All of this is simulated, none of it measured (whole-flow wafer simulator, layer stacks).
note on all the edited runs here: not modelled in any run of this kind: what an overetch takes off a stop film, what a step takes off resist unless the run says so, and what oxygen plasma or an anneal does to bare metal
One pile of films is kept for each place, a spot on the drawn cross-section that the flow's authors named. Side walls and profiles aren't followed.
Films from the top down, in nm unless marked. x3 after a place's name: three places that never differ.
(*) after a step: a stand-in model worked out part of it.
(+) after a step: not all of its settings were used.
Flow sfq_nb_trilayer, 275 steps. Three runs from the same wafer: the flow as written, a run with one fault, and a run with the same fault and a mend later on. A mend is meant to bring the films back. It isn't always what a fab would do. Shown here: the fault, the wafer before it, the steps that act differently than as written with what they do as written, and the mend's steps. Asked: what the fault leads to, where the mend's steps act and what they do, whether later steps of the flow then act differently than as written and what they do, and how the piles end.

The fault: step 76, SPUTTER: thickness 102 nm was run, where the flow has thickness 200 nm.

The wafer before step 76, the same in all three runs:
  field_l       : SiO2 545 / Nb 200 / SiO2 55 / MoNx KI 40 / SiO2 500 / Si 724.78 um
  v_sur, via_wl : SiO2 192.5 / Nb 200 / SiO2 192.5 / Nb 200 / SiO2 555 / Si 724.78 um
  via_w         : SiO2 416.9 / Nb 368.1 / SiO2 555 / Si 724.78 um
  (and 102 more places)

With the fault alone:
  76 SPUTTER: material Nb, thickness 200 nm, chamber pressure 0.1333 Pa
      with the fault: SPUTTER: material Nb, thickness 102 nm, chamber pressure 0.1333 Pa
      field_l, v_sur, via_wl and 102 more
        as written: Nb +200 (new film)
        with the fault: Nb +102 (new film)
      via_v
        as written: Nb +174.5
        with the fault: Nb +89.9
  Later steps of the flow that act differently than as written (6 more steps differ only slightly, by at most 2% or 0.5 nm, whichever is larger, and aren't shown):
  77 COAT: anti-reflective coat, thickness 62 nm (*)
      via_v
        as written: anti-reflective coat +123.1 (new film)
        with the fault: anti-reflective coat +119 (new film)
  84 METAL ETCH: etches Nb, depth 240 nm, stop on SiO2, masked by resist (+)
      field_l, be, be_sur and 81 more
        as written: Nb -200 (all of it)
        with the fault: Nb -102 (all of it)
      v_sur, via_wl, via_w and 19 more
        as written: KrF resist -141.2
        with the fault: KrF resist -90
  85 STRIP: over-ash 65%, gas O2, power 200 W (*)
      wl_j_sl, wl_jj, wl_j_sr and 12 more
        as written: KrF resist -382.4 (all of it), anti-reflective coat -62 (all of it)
        with the fault: KrF resist -433.6 (all of it), anti-reflective coat -62 (all of it)
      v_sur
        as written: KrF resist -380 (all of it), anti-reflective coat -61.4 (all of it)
        with the fault: KrF resist -431.3 (all of it), anti-reflective coat -61.4 (all of it)
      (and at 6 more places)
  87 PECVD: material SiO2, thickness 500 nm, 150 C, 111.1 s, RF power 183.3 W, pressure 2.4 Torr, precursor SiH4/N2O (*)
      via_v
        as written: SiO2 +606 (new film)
        with the fault: SiO2 +582 (new film)
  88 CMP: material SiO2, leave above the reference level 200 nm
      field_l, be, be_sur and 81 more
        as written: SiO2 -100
        with the fault: SiO2 -198
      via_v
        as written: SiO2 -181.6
        with the fault: SiO2 -170.9
  At the end the piles differ from the flow's by more than 2% or 0.5 nm, whichever is larger, at field_l, v_sur, via_wl and 103 more.
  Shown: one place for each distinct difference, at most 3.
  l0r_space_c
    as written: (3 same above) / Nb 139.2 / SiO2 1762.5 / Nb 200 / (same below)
    with the fault: (3 same above) / Nb 139.2 / SiO2 1664.5 / Nb 200 / (same below)
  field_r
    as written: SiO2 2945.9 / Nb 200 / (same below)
    with the fault: SiO2 2847.9 / Nb 200 / (same below)
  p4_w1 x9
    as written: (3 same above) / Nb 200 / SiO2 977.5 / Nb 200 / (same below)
    with the fault: (3 same above) / Nb 200 / SiO2 879.5 / Nb 200 / (same below)

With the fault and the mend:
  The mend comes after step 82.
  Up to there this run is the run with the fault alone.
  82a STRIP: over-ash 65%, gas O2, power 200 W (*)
      p4_fl x3, p4_w1 x9, p4_g1 x2 and 48 more
        anti-reflective coat -62 (all of it)
      wl_j_sl, wl_jj, wl_j_sr and 12 more
        KrF resist -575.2 (all of it), anti-reflective coat -62 (all of it)
      moat, field_r, lsp_l and 6 more
        anti-reflective coat -61.8 (all of it)
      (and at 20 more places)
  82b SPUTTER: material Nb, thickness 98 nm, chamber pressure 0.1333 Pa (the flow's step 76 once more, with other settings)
      field_l, v_sur, via_wl and 102 more
        Nb +98
      via_v
        Nb +80.2
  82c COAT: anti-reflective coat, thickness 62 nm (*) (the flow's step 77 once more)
      p4_fl x3, p4_w1 x9, p4_g1 x2 and 63 more
        anti-reflective coat +62 (new film)
      moat, field_r, lsp_l and 6 more
        anti-reflective coat +61.8 (new film)
      be_r, r_sur, res, r_end
        anti-reflective coat +61.7 (new film)
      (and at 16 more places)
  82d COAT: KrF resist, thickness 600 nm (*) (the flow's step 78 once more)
      p4_fl x3, p4_w1 x9, p4_g1 x2 and 63 more
        KrF resist +600 (new film)
      field_r, lsp_l, ln_m5, l0v
        KrF resist +599.5 (new film)
      lsp_m, ln_m6, lsp_r, l0_sur
        KrF resist +599.6 (new film)
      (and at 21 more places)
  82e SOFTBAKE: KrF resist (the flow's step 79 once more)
      changes no film at any place that is followed
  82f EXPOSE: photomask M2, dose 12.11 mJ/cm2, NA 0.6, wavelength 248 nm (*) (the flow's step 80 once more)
      changes no film at any place that is followed
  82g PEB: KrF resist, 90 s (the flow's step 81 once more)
      field_l, v_sur, via_wl and 97 more
        KrF resist -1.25
      via_w, via_wr, via_sp, wire, be
        KrF resist -1.24
      via_v
        KrF resist -1.6
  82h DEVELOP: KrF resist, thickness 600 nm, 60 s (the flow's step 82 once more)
      p4_fl x3, p4_w1 x9, p4_g1 x2 and 48 more
        KrF resist -598.7 (all of it)
      v_sur, via_wl, via_w and 19 more
        KrF resist -23.5
      lsp_l, ln_m5, lsp_m, ln_m6, lsp_r, l0_sur, l0v
        KrF resist -598.3 (all of it)
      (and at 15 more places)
  No later step of the flow acts differently than as written, at any place that is followed, by more than 2% or 0.5 nm, whichever is larger.
  At the end the piles differ from the flow's only slightly at the places that both follow, by at most 2% or 0.5 nm, whichever is larger.
